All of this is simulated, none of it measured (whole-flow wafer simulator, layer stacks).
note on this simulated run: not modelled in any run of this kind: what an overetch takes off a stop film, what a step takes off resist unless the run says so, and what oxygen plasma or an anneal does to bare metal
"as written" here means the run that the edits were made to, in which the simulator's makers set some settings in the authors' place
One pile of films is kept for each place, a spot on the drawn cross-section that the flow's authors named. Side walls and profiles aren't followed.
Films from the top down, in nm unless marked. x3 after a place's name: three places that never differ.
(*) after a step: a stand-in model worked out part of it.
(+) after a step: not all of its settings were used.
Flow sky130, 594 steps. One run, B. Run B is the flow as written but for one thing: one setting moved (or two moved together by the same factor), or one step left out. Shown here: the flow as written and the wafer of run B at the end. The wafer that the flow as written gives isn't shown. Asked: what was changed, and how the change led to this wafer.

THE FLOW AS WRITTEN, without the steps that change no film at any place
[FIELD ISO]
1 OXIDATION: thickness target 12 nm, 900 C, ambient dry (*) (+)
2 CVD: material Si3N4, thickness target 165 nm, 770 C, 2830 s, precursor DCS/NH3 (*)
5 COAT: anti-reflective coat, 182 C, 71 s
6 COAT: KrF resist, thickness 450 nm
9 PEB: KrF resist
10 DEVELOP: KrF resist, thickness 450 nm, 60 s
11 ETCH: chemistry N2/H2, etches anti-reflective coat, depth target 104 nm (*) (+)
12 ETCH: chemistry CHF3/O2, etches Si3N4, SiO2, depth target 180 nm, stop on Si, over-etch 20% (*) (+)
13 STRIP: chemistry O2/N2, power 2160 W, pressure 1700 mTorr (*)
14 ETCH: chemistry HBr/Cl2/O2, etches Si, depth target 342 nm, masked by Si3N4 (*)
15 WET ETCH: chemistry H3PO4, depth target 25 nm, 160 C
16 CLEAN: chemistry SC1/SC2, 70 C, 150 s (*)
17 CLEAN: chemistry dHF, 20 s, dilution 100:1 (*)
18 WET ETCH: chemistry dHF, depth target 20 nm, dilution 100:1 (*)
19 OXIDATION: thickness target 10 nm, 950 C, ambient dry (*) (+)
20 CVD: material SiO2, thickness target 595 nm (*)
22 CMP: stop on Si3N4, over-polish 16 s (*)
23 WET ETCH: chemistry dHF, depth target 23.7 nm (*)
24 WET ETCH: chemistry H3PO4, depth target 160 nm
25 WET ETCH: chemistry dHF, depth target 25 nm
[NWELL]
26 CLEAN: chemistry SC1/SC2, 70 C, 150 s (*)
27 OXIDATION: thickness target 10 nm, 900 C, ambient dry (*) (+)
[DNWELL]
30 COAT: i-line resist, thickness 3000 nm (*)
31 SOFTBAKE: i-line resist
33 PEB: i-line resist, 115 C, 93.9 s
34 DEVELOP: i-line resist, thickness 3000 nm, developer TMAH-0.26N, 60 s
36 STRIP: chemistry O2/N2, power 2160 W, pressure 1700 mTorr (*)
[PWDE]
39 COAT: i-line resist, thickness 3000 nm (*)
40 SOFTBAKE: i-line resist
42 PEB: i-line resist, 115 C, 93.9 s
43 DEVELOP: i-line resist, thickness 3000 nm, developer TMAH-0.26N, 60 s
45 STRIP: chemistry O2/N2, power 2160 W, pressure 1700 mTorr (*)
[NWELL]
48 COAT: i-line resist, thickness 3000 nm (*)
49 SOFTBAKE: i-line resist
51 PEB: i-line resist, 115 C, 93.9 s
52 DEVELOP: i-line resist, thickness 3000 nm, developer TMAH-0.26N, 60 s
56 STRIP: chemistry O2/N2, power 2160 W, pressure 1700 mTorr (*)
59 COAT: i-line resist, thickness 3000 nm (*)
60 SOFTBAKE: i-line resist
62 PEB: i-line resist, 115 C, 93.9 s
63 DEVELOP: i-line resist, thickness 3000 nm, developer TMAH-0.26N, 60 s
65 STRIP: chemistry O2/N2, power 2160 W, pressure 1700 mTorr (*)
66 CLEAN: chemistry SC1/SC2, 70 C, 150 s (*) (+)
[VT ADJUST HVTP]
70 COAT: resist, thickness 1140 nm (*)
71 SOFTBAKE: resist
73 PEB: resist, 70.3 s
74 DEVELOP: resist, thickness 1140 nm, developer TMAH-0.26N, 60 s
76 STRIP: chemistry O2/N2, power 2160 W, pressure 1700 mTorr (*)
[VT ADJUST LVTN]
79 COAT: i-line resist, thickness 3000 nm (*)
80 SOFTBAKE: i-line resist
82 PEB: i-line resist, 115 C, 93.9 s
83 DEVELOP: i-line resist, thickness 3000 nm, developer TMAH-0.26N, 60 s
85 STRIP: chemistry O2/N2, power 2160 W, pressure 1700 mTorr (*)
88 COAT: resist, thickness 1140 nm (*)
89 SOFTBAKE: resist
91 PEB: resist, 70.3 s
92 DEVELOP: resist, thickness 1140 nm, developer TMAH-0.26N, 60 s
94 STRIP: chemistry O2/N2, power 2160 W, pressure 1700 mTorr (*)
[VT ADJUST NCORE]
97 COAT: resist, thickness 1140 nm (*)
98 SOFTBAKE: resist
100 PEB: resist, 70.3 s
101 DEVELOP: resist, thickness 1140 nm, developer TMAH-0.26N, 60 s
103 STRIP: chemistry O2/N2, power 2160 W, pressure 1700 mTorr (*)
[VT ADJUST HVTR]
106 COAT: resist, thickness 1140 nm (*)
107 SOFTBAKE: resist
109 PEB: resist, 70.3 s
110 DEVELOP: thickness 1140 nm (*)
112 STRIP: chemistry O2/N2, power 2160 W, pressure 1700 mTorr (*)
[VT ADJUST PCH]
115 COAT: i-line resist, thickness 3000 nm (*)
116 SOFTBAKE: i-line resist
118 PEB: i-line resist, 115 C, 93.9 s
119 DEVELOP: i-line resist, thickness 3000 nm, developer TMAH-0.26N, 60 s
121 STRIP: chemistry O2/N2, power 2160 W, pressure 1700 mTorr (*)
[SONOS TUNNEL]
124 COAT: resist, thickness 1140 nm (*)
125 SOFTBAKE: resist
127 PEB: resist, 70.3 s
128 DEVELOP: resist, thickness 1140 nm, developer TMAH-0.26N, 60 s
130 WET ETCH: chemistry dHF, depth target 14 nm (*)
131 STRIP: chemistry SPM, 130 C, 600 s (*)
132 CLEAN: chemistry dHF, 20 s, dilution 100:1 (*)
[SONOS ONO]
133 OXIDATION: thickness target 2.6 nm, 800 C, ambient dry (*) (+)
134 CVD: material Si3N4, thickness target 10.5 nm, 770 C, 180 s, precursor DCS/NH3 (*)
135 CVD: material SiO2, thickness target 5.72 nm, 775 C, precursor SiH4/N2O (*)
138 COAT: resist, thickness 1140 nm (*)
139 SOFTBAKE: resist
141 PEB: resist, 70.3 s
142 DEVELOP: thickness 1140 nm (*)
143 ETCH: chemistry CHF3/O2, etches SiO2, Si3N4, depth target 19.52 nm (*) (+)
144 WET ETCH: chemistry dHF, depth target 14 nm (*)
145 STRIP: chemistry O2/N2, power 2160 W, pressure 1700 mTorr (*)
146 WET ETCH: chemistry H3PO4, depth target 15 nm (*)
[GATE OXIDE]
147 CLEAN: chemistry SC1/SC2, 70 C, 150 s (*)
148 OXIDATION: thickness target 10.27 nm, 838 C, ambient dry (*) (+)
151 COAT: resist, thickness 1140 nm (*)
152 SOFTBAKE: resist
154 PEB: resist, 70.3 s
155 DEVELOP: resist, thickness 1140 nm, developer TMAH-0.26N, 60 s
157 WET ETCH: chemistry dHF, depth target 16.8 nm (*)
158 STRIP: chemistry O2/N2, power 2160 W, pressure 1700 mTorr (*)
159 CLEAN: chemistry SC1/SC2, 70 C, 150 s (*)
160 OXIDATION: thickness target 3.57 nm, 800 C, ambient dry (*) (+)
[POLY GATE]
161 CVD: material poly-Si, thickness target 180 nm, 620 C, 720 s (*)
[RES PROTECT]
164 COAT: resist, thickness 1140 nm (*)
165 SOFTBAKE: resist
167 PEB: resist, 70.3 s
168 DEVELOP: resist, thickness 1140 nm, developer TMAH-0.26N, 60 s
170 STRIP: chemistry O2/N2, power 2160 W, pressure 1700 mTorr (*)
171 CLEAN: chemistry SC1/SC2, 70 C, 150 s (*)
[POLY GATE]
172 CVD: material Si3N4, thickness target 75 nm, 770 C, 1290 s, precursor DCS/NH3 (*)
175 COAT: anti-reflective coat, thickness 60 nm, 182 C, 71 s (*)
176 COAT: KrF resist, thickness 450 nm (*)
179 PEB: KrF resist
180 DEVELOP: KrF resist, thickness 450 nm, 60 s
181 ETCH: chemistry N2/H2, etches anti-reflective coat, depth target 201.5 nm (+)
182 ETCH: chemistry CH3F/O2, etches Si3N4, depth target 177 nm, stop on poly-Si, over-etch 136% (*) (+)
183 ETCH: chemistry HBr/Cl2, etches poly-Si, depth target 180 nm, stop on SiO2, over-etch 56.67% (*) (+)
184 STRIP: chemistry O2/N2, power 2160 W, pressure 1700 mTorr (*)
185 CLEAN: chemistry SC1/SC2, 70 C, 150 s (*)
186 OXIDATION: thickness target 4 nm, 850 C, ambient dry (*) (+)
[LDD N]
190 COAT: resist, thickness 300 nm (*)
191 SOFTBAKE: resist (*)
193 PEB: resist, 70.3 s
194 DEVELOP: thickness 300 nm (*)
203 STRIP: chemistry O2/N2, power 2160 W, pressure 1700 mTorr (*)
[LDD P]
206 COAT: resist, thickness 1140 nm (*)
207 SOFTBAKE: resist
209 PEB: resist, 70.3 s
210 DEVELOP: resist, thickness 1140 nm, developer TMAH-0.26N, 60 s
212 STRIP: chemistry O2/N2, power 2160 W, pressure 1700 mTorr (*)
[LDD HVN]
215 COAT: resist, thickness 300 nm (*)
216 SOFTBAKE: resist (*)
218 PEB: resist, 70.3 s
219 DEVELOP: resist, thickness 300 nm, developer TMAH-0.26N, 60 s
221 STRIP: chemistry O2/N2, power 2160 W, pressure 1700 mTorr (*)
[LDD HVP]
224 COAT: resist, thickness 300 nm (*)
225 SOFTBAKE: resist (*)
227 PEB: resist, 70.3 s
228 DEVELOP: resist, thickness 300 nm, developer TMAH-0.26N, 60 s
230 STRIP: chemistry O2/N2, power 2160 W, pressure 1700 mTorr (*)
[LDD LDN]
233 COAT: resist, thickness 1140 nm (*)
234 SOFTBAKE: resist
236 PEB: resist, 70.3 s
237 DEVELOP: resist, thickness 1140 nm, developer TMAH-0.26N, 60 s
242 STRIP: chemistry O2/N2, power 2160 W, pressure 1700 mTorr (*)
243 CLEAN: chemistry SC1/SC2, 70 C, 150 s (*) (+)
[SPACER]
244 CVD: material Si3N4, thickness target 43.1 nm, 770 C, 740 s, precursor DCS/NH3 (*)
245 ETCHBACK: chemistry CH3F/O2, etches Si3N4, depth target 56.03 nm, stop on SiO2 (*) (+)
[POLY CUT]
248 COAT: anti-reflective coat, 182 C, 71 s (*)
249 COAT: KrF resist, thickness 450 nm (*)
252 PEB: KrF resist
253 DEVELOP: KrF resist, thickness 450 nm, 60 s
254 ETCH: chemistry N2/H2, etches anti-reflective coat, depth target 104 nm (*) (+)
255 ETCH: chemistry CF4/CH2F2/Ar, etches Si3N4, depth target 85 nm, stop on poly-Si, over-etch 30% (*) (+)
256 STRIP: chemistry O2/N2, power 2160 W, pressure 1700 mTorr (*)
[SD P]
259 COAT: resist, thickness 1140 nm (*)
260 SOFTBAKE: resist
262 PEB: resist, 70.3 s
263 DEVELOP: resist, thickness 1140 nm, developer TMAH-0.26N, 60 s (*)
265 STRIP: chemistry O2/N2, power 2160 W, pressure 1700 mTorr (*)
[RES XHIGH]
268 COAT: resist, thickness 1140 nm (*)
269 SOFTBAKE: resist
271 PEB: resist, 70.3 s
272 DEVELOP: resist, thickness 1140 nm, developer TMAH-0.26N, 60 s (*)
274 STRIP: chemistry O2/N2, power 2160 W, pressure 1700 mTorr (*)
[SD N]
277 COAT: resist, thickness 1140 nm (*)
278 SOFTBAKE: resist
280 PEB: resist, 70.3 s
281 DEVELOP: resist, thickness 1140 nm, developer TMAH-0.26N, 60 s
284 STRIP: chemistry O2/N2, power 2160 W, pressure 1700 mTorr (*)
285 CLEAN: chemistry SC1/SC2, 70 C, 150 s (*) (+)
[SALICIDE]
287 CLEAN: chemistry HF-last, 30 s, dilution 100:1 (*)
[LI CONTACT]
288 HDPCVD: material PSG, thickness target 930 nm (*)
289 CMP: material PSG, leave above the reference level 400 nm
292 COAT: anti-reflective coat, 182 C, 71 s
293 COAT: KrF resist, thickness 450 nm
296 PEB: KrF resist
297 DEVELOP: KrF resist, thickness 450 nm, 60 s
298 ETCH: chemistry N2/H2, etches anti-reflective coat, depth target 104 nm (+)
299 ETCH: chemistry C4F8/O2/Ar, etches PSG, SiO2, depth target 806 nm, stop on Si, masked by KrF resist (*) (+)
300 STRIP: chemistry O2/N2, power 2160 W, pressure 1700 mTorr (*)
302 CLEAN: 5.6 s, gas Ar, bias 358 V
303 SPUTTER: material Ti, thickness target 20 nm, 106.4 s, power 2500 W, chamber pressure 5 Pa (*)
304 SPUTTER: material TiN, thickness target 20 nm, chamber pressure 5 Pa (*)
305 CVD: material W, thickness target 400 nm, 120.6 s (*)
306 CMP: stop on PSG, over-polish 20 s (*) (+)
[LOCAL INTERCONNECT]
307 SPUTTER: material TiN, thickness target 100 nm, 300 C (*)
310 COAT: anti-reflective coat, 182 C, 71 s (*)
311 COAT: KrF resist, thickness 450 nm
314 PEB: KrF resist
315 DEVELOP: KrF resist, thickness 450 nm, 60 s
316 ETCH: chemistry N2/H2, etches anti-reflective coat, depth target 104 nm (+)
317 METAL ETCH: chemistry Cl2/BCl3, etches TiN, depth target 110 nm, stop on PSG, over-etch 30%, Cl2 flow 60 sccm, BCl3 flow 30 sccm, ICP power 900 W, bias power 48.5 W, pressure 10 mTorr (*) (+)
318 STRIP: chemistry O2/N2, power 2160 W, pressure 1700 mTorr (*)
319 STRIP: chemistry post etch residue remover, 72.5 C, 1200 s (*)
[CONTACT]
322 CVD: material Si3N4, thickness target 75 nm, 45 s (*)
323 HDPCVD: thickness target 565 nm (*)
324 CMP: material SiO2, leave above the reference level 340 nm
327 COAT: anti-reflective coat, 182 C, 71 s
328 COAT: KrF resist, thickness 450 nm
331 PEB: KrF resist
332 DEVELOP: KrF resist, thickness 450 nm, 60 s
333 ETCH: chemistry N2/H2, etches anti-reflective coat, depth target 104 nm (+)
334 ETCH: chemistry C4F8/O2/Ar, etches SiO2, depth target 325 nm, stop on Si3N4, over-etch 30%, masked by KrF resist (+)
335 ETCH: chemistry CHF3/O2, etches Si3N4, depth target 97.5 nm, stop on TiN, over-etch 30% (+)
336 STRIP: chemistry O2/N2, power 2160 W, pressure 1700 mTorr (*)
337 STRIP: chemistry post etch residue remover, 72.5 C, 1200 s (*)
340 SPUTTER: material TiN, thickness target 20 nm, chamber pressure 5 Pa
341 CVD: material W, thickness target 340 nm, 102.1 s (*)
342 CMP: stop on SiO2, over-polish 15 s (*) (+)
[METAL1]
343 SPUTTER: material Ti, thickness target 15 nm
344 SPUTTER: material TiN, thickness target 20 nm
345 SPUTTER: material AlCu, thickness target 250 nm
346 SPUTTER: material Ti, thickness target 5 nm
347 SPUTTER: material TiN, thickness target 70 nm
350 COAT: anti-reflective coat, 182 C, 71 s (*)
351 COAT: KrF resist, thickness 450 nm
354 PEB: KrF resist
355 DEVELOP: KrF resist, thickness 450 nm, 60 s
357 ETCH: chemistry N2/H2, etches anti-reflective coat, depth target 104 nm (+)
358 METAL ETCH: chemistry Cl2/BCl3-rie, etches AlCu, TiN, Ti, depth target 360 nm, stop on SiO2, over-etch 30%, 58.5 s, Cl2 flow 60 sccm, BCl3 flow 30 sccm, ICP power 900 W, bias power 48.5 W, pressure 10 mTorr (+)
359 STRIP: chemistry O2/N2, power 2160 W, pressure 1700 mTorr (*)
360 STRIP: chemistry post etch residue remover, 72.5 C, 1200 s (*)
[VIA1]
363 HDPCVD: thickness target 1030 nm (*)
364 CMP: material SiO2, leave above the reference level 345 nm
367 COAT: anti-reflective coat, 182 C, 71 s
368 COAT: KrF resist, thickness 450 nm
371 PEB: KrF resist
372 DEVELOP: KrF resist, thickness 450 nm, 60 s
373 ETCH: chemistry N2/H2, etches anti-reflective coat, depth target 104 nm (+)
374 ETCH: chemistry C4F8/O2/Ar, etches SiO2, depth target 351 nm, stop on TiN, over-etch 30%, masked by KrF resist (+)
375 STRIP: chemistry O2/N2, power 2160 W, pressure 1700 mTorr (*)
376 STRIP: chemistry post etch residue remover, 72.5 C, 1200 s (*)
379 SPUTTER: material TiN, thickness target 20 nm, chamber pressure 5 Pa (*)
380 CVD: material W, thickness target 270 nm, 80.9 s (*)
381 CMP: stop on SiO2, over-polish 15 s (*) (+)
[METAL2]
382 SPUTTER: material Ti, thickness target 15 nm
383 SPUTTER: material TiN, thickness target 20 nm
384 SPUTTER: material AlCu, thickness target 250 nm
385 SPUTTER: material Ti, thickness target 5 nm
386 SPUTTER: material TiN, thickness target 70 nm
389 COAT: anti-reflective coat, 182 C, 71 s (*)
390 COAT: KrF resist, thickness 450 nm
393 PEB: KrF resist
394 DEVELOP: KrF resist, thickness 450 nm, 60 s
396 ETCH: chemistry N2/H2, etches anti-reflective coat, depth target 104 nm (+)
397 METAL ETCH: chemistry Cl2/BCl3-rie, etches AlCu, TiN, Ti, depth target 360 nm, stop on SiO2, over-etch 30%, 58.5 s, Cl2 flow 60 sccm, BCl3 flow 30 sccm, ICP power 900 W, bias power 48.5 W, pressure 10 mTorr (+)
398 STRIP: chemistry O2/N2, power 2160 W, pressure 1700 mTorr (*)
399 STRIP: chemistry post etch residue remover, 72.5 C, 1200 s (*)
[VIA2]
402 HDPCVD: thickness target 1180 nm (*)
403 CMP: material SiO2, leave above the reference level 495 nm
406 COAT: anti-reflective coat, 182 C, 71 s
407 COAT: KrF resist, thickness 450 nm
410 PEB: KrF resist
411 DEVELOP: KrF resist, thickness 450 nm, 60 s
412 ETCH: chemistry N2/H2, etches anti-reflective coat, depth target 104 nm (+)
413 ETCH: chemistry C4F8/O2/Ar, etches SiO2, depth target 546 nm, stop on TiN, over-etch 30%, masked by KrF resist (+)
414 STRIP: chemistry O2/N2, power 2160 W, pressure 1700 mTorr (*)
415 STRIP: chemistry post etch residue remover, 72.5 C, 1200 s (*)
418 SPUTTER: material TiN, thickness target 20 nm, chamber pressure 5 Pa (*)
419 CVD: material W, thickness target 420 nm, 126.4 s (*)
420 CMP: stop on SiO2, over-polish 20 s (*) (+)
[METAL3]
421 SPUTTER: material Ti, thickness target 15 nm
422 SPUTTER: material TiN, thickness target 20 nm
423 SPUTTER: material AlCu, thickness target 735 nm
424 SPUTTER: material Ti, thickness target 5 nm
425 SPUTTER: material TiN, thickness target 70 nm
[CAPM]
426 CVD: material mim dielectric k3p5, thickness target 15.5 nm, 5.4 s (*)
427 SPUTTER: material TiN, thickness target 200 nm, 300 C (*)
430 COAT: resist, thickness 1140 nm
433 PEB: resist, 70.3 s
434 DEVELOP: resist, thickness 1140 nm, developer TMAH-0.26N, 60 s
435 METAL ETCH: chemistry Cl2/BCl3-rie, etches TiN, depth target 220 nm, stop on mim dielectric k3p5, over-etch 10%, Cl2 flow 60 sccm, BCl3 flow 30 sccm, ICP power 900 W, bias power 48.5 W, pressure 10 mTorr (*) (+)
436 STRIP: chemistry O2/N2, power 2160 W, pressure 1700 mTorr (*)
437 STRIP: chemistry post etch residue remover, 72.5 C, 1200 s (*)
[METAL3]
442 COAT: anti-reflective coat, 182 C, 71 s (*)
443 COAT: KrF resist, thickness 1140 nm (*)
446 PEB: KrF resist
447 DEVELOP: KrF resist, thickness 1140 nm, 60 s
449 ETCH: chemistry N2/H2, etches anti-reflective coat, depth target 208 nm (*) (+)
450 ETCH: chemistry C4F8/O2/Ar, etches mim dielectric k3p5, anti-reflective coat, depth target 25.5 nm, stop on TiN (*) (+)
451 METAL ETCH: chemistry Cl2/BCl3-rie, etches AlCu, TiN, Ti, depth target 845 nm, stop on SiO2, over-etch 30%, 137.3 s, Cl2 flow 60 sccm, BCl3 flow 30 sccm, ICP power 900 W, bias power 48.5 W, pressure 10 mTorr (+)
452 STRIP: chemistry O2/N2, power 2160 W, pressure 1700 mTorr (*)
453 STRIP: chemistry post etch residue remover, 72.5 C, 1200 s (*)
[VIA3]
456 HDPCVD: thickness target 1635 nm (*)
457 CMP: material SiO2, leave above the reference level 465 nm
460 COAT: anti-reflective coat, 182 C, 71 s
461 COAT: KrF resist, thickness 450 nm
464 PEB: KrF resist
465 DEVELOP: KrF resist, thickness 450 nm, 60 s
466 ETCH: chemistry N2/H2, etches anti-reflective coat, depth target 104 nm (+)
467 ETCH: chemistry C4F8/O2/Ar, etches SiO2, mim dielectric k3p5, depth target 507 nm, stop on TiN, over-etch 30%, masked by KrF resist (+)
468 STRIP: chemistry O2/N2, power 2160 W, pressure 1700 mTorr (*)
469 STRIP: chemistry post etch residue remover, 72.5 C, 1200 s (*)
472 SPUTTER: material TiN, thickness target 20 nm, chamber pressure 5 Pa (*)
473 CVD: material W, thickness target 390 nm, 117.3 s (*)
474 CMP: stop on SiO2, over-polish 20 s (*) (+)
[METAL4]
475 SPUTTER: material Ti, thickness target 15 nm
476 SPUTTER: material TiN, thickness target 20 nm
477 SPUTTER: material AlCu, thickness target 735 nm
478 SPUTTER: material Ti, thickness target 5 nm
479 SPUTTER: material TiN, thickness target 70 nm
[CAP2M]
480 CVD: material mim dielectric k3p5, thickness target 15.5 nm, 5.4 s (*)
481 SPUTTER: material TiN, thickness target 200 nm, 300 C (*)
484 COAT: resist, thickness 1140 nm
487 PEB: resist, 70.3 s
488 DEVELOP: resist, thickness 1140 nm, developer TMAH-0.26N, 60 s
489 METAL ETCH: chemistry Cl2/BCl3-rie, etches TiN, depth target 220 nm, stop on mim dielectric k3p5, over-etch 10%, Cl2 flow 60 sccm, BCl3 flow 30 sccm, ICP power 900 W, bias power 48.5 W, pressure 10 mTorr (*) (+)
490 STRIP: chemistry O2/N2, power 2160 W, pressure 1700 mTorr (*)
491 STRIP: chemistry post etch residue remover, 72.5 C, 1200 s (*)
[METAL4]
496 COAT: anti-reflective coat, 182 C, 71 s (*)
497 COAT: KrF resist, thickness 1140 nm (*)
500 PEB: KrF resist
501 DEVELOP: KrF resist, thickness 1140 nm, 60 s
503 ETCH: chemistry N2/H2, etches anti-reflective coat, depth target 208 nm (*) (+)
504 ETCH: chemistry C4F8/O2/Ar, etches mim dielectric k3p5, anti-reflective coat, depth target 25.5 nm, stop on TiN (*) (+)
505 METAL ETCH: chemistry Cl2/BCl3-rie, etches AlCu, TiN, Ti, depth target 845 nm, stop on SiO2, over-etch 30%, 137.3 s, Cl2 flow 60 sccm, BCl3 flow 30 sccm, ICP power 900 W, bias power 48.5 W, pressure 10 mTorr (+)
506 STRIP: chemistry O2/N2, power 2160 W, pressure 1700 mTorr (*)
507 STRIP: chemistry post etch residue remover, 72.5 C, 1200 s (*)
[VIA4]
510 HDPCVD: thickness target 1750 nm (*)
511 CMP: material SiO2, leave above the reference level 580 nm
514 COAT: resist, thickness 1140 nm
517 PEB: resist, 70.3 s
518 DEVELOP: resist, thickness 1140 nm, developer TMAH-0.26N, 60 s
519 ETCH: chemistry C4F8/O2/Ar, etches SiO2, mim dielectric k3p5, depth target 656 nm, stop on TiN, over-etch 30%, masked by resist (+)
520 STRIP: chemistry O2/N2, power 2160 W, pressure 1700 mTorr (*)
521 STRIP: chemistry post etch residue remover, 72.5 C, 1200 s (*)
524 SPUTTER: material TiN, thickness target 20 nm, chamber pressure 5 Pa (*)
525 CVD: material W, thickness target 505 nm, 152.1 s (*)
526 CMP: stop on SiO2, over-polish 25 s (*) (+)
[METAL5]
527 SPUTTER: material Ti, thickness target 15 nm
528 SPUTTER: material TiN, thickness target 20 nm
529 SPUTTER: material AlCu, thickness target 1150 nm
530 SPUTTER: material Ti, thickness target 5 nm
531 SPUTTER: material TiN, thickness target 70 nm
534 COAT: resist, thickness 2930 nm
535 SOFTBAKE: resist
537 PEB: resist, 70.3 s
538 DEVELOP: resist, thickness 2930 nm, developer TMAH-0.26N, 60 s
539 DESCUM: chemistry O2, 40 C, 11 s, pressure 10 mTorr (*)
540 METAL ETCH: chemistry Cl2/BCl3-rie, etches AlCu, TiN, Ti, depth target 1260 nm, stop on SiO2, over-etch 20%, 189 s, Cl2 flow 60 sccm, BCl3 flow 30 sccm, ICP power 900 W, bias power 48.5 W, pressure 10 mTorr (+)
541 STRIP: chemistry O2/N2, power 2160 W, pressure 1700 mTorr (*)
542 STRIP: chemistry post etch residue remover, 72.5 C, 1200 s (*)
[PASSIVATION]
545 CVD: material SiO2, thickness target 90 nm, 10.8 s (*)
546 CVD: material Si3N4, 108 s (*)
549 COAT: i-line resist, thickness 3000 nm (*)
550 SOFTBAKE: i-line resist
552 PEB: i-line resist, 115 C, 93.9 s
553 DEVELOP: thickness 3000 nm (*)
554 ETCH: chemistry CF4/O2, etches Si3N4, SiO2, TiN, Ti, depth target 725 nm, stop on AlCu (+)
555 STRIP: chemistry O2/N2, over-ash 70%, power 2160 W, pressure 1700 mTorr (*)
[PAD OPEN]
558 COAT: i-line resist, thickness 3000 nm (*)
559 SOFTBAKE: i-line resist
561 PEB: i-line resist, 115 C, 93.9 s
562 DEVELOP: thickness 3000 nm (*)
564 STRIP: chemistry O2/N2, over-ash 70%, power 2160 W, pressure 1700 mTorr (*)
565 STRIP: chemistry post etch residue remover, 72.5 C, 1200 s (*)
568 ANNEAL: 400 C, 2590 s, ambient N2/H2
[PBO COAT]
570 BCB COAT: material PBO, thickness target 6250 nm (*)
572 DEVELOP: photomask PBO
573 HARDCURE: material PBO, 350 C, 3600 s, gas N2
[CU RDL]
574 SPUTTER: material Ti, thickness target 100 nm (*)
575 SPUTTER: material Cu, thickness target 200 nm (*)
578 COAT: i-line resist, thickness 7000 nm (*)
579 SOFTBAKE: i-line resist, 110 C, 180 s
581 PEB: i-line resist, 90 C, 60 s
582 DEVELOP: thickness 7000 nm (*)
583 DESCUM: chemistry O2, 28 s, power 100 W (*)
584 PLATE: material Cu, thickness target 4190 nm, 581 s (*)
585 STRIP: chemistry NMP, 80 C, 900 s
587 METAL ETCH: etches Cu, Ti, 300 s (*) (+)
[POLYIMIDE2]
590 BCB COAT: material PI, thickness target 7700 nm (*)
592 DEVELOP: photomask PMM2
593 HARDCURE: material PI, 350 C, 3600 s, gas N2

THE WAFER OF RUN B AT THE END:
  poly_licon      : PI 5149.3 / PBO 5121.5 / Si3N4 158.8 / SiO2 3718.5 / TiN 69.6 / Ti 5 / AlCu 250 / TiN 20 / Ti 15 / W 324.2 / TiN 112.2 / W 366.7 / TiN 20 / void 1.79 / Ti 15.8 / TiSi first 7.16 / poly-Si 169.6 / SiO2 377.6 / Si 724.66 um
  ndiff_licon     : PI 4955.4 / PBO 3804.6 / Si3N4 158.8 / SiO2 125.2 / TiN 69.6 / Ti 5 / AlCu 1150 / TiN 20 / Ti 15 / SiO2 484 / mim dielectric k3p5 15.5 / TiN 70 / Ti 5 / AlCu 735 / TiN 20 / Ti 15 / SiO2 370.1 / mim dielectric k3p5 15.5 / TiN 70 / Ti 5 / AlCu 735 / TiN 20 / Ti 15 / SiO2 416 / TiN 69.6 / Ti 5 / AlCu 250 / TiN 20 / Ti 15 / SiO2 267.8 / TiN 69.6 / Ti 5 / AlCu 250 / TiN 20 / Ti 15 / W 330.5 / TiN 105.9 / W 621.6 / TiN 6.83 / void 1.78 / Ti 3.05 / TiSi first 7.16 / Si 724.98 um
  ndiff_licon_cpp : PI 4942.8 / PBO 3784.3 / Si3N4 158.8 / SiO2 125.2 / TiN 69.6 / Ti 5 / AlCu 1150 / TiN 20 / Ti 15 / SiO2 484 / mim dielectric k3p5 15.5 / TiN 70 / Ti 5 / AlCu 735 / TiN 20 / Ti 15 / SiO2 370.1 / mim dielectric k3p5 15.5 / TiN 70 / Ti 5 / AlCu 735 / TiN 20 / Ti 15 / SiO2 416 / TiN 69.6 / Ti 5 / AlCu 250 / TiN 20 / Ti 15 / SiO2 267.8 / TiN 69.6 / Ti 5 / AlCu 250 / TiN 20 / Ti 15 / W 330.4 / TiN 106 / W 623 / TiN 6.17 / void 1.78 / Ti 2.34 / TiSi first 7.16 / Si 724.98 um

The cause: step 340, SPUTTER: thickness target 13 nm was run, where the flow has thickness target 20 nm.

How the change led to this, step by step:
  340 SPUTTER: material TiN, thickness target 20 nm, chamber pressure 5 Pa
      field, active, n_well and 184 more: TiN +13 (new film) (as written it would be: TiN +20 (new film))
      ndiff_licon_cpp, rpo_hd_licon: TiN +6.8 (as written it would be: TiN +10.4)
      (and at 2 more places)
  342 CMP: stop on SiO2, over-polish 15 s (*) (+)
      field, active, n_well and 184 more: W -340 (all of it), TiN -13 (all of it), SiO2 -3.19 (as written it would be: W -340 (all of it), TiN -20 (all of it), SiO2 -3.19)
      poly_licon: W -15.8 (as written it would be: W -22.8)
